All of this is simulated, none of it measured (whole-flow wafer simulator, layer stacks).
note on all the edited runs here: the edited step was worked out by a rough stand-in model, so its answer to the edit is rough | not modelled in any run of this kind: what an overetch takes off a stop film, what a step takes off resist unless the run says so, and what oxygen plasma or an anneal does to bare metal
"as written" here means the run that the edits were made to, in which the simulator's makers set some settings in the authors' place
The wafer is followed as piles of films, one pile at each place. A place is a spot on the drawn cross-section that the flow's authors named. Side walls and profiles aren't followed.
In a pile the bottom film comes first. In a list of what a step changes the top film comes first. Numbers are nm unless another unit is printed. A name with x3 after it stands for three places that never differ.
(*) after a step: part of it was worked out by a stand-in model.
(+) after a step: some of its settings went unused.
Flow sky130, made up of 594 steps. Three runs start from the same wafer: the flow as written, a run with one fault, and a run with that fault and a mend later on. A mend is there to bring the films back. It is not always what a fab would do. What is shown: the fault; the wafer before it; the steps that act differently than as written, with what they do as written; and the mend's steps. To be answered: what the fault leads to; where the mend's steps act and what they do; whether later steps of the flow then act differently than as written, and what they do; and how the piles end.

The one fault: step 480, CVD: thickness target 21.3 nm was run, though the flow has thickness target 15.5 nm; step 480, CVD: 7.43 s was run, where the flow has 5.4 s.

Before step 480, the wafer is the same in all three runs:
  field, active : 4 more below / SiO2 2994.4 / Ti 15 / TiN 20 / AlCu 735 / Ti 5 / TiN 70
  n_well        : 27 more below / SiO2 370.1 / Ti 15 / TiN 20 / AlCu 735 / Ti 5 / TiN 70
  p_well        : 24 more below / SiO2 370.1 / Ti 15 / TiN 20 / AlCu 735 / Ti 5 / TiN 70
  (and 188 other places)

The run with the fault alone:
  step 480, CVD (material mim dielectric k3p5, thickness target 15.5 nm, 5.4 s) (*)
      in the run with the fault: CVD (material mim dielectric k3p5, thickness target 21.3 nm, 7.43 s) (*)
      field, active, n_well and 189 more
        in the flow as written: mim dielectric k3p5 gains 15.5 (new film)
        in the run with the fault: mim dielectric k3p5 gains 21.3 (new film)
  Steps later in the flow that act otherwise than as written (not shown: 6 more steps that differ only slightly, by at most 2% or 0.5 nm, whichever is larger):
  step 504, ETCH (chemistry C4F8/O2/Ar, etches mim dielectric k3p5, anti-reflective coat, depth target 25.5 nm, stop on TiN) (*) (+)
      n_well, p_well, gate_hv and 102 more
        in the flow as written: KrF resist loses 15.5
        in the run with the fault: KrF resist loses 17
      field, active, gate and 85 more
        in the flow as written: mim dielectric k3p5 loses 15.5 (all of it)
        in the run with the fault: mim dielectric k3p5 loses 21.3 (all of it)
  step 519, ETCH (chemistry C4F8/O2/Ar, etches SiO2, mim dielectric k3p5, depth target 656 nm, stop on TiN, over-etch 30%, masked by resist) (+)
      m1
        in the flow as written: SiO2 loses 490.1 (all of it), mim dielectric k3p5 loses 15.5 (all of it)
        in the run with the fault: SiO2 loses 484.3 (all of it), mim dielectric k3p5 loses 21.3 (all of it)
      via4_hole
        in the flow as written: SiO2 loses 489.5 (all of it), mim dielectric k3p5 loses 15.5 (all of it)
        in the run with the fault: SiO2 loses 483.7 (all of it), mim dielectric k3p5 loses 21.3 (all of it)
  The piles end different from the flow's at n_well, p_well, gate_hv and 100 more by more than 2% or 0.5 nm, whichever is larger.
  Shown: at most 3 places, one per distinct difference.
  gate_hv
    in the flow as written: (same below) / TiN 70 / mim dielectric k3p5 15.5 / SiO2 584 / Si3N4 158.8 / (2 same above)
    in the run with the fault: (same below) / TiN 70 / mim dielectric k3p5 21.3 / SiO2 578.2 / Si3N4 158.8 / (2 same above)
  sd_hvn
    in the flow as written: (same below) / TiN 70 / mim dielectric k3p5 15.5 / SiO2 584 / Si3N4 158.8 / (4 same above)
    in the run with the fault: (same below) / TiN 70 / mim dielectric k3p5 21.3 / SiO2 578.2 / Si3N4 158.8 / (4 same above)
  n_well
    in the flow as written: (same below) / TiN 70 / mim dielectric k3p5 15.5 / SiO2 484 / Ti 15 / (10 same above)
    in the run with the fault: (same below) / TiN 70 / mim dielectric k3p5 21.3 / SiO2 478.2 / Ti 15 / (10 same above)

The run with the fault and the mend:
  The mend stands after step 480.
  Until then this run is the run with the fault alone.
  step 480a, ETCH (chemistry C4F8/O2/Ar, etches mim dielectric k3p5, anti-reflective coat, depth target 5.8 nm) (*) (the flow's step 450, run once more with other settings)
      field, active, n_well and 189 more
        mim dielectric k3p5 loses 5.8
  None of the later steps of the flow acts differently than as written at any place that is followed.
  The piles end the same as the flow's at every place that both follow.
